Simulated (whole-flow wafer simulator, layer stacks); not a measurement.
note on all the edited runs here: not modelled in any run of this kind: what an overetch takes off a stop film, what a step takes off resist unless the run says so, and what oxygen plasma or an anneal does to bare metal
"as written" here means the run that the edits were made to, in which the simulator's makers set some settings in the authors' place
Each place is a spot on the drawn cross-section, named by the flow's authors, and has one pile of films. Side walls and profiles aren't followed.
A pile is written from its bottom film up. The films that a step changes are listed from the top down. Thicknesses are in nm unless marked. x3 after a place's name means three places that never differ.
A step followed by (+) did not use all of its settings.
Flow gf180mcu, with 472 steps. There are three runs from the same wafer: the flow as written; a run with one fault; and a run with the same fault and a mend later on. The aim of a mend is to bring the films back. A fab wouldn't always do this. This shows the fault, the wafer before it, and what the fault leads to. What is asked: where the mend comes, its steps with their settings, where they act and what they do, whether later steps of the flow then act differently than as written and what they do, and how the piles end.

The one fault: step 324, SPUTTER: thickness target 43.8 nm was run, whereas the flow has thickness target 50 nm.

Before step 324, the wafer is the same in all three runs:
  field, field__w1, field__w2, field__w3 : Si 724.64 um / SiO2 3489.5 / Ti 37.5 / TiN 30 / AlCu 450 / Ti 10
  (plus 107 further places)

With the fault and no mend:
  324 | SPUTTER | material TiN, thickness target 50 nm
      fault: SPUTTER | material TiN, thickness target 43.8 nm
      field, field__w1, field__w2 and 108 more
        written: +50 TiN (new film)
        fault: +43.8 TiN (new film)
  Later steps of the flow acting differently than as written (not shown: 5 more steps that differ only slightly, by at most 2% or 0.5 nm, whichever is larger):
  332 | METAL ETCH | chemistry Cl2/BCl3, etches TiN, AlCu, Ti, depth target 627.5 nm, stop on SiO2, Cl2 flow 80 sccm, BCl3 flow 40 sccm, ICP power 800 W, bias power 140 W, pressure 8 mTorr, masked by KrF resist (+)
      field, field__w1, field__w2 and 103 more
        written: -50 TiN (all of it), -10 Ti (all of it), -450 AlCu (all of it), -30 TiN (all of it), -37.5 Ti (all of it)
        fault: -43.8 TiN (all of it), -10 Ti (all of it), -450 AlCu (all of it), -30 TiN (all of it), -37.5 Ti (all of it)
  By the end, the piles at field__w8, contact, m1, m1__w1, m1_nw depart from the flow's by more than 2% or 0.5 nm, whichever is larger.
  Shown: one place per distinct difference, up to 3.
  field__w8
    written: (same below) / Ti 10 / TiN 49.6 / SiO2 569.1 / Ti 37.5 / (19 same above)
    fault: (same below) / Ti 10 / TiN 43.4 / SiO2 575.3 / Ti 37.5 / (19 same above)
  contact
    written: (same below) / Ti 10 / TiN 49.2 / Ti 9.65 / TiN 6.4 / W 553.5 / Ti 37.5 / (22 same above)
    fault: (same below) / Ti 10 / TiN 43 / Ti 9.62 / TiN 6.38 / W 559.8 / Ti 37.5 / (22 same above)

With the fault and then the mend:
  After step 324 comes the mend.
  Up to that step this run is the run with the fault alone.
  324a | SPUTTER | material TiN, thickness target 6.2 nm (the flow's step 324 again, with other settings)
      field, field__w1, field__w2 and 108 more
        +6.2 TiN
  Later steps of the flow that are run all act as written at every place that is followed.
  The piles end the same as the flow's at every place that both follow.
